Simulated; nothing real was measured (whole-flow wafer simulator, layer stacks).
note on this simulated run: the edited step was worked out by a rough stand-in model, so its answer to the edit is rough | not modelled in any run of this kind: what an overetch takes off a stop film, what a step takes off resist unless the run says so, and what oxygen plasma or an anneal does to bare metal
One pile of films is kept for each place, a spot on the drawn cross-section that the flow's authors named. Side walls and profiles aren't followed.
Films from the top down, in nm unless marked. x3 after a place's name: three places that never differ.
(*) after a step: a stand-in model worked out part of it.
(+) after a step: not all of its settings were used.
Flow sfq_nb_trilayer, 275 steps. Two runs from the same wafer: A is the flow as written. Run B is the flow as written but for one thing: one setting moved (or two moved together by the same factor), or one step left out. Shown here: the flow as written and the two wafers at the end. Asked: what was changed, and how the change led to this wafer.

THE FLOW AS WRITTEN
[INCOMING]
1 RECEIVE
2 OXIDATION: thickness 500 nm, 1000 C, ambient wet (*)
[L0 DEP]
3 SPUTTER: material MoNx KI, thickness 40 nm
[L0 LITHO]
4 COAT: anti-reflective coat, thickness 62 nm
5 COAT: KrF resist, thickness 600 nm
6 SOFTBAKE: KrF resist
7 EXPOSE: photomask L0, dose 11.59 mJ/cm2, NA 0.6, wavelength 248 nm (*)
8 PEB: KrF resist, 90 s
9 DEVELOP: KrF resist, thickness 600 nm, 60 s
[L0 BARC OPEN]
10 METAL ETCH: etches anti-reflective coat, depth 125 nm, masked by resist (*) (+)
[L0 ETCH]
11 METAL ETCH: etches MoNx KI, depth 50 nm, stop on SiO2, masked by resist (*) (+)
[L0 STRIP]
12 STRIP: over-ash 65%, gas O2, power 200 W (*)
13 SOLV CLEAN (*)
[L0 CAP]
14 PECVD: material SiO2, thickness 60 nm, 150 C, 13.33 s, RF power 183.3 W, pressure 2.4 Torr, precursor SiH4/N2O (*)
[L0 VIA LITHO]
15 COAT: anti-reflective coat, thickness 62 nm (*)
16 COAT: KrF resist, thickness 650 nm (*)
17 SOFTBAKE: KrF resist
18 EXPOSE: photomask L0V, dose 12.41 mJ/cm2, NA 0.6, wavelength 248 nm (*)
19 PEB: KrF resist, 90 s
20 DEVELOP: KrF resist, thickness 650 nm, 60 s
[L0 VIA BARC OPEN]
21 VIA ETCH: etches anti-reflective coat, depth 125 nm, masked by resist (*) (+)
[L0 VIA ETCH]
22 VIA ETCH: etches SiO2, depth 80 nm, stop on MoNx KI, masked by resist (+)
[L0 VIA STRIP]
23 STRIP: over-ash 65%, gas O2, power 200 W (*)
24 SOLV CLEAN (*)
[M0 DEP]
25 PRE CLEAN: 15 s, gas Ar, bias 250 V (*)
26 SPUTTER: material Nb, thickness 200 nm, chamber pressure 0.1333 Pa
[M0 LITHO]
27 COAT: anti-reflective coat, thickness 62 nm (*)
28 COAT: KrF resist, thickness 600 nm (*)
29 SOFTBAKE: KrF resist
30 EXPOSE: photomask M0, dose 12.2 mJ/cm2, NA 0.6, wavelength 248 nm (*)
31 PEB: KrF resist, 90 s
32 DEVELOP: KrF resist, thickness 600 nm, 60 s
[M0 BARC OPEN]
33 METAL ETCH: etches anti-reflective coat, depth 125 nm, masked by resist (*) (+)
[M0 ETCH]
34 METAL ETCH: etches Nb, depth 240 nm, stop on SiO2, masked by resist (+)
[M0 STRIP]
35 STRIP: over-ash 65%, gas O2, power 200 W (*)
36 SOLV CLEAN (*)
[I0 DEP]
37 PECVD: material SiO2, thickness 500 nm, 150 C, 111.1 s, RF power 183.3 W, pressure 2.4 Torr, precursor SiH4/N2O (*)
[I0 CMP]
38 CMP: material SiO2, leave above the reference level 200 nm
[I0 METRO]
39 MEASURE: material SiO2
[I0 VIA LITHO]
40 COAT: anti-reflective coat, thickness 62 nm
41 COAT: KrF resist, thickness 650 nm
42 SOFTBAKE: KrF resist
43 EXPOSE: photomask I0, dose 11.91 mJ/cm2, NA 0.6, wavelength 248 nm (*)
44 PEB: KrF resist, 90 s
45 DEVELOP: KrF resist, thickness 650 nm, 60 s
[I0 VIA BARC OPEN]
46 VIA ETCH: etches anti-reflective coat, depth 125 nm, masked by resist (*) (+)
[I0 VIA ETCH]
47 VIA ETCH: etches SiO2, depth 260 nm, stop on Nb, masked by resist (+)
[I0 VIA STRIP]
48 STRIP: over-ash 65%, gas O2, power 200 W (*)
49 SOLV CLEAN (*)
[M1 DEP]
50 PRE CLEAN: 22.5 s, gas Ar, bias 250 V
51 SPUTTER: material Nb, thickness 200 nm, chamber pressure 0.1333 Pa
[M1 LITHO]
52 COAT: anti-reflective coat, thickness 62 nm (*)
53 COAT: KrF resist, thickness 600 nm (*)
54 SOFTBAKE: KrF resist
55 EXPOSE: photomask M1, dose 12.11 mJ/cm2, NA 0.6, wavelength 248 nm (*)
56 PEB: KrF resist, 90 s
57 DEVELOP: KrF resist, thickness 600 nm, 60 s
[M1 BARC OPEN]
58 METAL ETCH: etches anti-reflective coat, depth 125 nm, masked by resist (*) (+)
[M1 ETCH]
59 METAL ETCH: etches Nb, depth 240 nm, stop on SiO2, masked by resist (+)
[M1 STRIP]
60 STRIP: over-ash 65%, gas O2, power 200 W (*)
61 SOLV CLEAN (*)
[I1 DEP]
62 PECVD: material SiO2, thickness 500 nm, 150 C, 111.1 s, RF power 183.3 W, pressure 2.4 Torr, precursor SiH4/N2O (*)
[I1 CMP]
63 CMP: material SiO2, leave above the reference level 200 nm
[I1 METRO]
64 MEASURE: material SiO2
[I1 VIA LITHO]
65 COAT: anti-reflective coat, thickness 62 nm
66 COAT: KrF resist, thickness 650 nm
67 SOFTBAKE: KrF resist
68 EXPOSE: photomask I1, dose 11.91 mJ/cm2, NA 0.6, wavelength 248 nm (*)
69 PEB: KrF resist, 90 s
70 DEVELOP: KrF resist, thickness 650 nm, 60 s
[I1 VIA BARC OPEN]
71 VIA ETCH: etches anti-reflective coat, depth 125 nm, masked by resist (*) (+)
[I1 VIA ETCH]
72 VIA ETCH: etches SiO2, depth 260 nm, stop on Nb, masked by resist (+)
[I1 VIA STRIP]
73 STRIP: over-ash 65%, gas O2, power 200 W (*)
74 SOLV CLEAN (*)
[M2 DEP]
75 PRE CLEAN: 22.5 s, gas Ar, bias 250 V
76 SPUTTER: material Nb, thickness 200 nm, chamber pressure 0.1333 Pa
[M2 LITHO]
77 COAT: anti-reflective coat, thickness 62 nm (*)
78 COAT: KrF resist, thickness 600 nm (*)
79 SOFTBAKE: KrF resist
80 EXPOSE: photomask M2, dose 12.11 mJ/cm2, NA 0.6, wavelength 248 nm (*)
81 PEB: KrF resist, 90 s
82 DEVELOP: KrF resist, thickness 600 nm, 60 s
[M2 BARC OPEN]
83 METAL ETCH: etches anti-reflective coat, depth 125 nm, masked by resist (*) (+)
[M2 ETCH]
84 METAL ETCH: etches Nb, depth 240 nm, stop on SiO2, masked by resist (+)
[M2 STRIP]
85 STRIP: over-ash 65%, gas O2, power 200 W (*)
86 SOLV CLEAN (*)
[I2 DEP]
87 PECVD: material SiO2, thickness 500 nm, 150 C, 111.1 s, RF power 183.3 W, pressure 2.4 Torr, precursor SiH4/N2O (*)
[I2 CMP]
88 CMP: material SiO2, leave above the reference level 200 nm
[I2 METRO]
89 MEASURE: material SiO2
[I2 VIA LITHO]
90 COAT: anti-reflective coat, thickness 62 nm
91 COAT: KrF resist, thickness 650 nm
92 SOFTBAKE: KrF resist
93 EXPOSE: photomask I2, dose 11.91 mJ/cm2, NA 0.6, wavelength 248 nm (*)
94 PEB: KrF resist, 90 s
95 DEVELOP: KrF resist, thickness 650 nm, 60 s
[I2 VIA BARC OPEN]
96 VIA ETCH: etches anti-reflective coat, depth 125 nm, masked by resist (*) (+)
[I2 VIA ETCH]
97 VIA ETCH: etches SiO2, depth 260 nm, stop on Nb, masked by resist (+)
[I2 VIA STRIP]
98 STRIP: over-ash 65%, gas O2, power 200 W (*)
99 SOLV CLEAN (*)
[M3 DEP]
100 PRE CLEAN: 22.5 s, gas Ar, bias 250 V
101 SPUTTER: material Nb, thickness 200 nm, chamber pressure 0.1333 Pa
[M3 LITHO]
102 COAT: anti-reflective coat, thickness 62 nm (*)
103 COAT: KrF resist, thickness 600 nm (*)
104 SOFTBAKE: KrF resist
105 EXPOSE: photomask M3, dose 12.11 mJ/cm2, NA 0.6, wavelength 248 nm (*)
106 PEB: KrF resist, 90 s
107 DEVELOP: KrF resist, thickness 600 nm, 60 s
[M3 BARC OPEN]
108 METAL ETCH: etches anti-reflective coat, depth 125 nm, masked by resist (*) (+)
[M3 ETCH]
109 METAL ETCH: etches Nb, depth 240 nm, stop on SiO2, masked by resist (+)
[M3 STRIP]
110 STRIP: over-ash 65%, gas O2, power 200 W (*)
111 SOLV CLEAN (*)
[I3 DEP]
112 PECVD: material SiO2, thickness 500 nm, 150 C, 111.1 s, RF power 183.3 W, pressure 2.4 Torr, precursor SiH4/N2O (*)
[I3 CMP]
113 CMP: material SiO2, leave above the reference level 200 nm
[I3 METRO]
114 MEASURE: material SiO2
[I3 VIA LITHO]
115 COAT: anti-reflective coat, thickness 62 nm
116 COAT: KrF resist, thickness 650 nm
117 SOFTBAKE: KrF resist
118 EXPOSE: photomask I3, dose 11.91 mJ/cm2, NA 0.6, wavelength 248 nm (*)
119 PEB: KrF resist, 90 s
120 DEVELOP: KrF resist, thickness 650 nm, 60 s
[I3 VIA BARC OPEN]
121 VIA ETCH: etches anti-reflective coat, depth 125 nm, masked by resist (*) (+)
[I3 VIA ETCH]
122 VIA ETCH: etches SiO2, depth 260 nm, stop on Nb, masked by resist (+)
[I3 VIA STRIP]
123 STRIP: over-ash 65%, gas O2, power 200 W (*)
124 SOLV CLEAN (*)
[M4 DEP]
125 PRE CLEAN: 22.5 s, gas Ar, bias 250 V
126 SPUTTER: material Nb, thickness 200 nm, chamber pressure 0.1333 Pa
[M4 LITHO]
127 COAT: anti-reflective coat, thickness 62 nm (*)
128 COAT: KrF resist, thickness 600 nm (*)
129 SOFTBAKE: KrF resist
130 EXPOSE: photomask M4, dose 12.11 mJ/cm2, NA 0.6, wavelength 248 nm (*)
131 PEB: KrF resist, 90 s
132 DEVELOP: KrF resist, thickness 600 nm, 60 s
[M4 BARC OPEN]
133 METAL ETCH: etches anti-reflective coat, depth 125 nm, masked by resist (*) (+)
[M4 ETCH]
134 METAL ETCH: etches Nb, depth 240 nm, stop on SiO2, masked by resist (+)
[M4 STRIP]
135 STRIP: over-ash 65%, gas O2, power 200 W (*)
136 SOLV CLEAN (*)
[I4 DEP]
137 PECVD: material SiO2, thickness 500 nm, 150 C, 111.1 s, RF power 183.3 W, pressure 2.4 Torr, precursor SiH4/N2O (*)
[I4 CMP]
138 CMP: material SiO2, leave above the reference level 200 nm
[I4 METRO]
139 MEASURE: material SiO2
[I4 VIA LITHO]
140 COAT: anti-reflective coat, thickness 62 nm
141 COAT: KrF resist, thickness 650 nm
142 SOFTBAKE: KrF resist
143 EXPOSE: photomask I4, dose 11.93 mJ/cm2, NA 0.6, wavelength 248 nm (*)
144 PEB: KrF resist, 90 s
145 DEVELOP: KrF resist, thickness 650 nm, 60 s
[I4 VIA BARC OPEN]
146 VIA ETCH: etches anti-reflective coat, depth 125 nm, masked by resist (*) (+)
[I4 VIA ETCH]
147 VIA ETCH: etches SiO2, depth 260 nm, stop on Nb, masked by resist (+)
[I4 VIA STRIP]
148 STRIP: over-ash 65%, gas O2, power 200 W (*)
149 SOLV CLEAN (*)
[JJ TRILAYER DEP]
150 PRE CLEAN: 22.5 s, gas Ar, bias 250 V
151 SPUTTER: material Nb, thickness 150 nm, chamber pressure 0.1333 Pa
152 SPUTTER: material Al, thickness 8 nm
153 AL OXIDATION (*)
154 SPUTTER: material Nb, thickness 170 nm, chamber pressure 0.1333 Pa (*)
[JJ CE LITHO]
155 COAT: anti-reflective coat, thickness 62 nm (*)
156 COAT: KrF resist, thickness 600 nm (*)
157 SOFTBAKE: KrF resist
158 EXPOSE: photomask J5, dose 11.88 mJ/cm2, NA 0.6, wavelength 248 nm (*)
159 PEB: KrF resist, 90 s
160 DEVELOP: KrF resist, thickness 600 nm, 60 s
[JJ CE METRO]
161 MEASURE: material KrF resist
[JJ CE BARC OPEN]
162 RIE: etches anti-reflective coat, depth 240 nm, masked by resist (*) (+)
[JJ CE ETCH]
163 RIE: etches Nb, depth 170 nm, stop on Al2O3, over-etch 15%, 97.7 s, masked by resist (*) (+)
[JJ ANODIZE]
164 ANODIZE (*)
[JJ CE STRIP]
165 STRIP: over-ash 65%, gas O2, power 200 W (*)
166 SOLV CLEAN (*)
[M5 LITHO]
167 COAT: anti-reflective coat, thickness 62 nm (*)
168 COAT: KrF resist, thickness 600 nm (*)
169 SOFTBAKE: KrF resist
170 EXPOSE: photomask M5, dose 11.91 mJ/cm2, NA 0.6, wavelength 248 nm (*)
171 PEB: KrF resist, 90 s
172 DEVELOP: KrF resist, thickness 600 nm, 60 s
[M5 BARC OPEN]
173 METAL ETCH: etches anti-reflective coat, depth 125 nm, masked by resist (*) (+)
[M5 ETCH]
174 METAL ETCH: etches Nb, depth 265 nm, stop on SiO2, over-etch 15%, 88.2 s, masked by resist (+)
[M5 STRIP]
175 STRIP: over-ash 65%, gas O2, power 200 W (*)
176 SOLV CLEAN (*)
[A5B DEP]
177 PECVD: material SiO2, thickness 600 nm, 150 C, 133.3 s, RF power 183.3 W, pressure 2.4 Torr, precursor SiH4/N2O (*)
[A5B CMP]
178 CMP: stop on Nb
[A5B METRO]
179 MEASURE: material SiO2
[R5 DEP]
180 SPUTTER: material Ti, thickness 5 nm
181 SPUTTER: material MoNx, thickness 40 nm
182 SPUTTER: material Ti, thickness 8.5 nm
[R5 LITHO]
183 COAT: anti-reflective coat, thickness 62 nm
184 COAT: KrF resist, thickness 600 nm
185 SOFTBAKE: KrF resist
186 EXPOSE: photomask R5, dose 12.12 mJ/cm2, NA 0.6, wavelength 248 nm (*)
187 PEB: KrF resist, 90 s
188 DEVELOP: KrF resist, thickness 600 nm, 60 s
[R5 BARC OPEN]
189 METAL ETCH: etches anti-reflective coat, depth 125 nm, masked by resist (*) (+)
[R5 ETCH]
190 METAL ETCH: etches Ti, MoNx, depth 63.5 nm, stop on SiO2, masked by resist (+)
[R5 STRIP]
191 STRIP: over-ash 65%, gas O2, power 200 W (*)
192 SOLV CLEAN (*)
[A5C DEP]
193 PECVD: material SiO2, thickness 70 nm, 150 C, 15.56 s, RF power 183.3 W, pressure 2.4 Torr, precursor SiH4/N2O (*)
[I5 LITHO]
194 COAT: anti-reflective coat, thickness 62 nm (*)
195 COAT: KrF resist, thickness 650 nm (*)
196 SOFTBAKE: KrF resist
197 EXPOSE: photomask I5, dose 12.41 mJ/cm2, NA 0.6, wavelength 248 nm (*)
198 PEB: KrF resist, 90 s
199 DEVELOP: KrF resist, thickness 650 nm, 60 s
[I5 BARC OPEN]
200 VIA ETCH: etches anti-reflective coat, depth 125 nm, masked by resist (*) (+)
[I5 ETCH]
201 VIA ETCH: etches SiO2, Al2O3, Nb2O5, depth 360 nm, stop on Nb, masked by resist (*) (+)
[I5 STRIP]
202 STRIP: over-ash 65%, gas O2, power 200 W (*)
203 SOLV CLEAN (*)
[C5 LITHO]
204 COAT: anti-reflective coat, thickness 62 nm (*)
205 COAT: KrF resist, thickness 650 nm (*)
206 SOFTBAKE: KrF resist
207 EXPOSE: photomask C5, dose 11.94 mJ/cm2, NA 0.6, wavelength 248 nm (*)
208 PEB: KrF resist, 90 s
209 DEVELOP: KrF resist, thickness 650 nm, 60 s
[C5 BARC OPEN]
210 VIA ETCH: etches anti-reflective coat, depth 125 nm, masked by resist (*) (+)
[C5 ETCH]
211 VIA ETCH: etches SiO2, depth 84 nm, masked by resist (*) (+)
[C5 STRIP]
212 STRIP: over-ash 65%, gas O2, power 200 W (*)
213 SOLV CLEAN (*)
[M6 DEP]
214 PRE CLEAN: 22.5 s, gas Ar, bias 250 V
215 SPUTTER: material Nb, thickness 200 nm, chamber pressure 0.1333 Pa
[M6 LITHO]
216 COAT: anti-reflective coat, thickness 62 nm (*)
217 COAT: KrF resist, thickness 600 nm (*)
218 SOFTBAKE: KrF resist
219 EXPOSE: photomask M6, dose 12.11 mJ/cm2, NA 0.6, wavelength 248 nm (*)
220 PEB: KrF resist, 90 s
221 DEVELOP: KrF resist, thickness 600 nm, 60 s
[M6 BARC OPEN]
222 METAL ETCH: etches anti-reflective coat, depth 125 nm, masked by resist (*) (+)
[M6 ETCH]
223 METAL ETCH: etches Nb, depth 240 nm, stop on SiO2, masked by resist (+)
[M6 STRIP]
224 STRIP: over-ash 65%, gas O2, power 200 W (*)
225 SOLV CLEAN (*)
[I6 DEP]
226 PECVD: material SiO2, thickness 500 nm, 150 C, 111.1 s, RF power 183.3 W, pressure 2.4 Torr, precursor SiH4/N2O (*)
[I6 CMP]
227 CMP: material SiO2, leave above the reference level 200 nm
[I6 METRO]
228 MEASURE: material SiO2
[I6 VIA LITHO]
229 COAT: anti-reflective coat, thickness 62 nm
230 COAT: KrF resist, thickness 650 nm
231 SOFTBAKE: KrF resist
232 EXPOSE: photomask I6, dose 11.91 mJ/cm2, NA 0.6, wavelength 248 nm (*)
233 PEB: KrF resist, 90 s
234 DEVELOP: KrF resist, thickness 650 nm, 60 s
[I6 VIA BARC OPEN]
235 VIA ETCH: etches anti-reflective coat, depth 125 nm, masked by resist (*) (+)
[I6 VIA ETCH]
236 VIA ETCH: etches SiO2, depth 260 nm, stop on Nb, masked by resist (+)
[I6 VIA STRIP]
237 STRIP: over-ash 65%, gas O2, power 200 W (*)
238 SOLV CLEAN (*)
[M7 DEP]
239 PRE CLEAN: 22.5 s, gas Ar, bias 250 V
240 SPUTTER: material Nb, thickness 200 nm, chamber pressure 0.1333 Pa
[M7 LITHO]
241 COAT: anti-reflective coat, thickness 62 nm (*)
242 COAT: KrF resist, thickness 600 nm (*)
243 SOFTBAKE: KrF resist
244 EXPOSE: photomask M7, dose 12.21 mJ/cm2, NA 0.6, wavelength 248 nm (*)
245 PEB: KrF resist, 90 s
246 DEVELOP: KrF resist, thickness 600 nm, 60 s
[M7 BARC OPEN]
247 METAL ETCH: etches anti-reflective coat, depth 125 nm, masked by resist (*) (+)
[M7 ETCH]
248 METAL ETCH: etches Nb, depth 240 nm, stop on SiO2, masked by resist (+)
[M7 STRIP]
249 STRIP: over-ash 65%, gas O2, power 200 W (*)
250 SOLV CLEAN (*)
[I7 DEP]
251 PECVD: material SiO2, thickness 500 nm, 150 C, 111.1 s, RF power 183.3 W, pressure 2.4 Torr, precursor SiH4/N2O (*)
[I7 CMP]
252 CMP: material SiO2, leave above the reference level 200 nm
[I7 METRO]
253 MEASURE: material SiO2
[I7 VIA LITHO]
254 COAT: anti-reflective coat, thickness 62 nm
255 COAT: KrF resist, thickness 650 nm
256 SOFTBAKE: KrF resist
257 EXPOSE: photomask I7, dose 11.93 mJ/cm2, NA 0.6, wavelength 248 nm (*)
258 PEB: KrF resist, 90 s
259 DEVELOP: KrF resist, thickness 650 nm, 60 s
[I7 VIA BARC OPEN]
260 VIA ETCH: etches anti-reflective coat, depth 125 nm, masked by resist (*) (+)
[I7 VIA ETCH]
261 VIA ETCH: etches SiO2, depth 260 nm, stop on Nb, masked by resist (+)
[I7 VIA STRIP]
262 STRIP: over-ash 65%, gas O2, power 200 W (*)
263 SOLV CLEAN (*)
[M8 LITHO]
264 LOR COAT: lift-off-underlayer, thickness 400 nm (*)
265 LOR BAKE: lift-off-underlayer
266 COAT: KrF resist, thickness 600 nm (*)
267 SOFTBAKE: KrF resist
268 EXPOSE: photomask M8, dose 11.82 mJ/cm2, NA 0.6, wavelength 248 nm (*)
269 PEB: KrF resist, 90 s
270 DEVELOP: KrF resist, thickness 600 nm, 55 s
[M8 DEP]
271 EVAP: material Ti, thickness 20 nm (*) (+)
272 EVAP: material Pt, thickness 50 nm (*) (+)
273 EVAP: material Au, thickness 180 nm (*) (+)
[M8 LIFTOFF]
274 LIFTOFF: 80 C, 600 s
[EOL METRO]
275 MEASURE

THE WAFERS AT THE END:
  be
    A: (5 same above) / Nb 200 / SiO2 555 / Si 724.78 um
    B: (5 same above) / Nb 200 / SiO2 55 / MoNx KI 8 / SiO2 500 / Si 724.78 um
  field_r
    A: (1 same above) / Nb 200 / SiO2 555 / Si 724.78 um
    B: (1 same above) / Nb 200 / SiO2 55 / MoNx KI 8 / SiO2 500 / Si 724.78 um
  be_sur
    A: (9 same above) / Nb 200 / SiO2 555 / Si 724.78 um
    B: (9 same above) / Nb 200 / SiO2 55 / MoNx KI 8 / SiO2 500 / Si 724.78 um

The cause: step 11, METAL ETCH: depth 32 nm was run, where the flow has depth 50 nm.

How the change led to this, step by step:
  11 METAL ETCH: etches MoNx KI, depth 50 nm, stop on SiO2, masked by resist (*) (+)
      v_sur, via_wl, via_w and 97 more: A MoNx KI -40 (all of it) | B MoNx KI -32
      field_l, l0_sur, l0v, l0r_line_l, l0r_line_c, l0r_line_r: A KrF resist -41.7 | B KrF resist -26.7
  12 STRIP: over-ash 65%, gas O2, power 200 W (*)
      field_l, l0_sur, l0v, l0r_line_l, l0r_line_c, l0r_line_r: A KrF resist -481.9 (all of it), anti-reflective coat -62 (all of it) | B KrF resist -496.9 (all of it), anti-reflective coat -62 (all of it)
  14 PECVD: material SiO2, thickness 60 nm, 150 C, 13.33 s, RF power 183.3 W, pressure 2.4 Torr, precursor SiH4/N2O (*)
      v_sur, via_wl, via_w and 97 more: A SiO2 +60 | B SiO2 +60 (new film)
  15 COAT: anti-reflective coat, thickness 62 nm (*)
      v_sur: A anti-reflective coat +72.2 (new film) | B anti-reflective coat +70.2 (new film)
      l0_sur: A anti-reflective coat +54.2 (new film) | B anti-reflective coat +55.6 (new film)
      (and at 1 more place)
  23 STRIP: over-ash 65%, gas O2, power 200 W (*)
      v_sur: A KrF resist -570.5 (all of it), anti-reflective coat -72.2 (all of it) | B KrF resist -568.2 (all of it), anti-reflective coat -70.2 (all of it)
      l0_sur: A KrF resist -552.8 (all of it), anti-reflective coat -54.2 (all of it) | B KrF resist -554.3 (all of it), anti-reflective coat -55.6 (all of it)
      (and at 1 more place)
  27 COAT: anti-reflective coat, thickness 62 nm (*)
      v_sur: A anti-reflective coat +72.3 (new film) | B anti-reflective coat +70.3 (new film)
      l0_sur: A anti-reflective coat +47.5 (new film) | B anti-reflective coat +48.6 (new film)
      (and at 1 more place)
  35 STRIP: over-ash 65%, gas O2, power 200 W (*)
      v_sur: A KrF resist -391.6 (all of it), anti-reflective coat -72.3 (all of it) | B KrF resist -389.6 (all of it), anti-reflective coat -70.3 (all of it)
      l0_sur: A KrF resist -372 (all of it), anti-reflective coat -47.5 (all of it) | B KrF resist -373.9 (all of it), anti-reflective coat -48.6 (all of it)
      (and at 1 more place)
  38 CMP: material SiO2, leave above the reference level 200 nm
      field_l, l0_sur, l0r_line_l, l0r_line_c, l0r_line_r: A SiO2 -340 | B SiO2 -332
      l0v: A SiO2 -277.8 | B SiO2 -269.8
Counting metal films that touch as one body, be has 4 bodies (between them, from the top down: SiO2 503.2; SiO2 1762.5; SiO2 55); the flow as written gives 3 bodies (between them, from the top down: SiO2 503.2; SiO2 1762.5).
Counting metal films that touch as one body, field_r has 2 bodies (between them, from the top down: SiO2 55); the flow as written gives 1 body.
Counting metal films that touch as one body, be_sur has 5 bodies (between them, from the top down: SiO2 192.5; SiO2 209 / Al2O3 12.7 / Nb2O5 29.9; SiO2 1762.5; SiO2 55); the flow as written gives 4 bodies (between them, from the top down: SiO2 192.5; SiO2 209 / Al2O3 12.7 / Nb2O5 29.9; SiO2 1762.5).
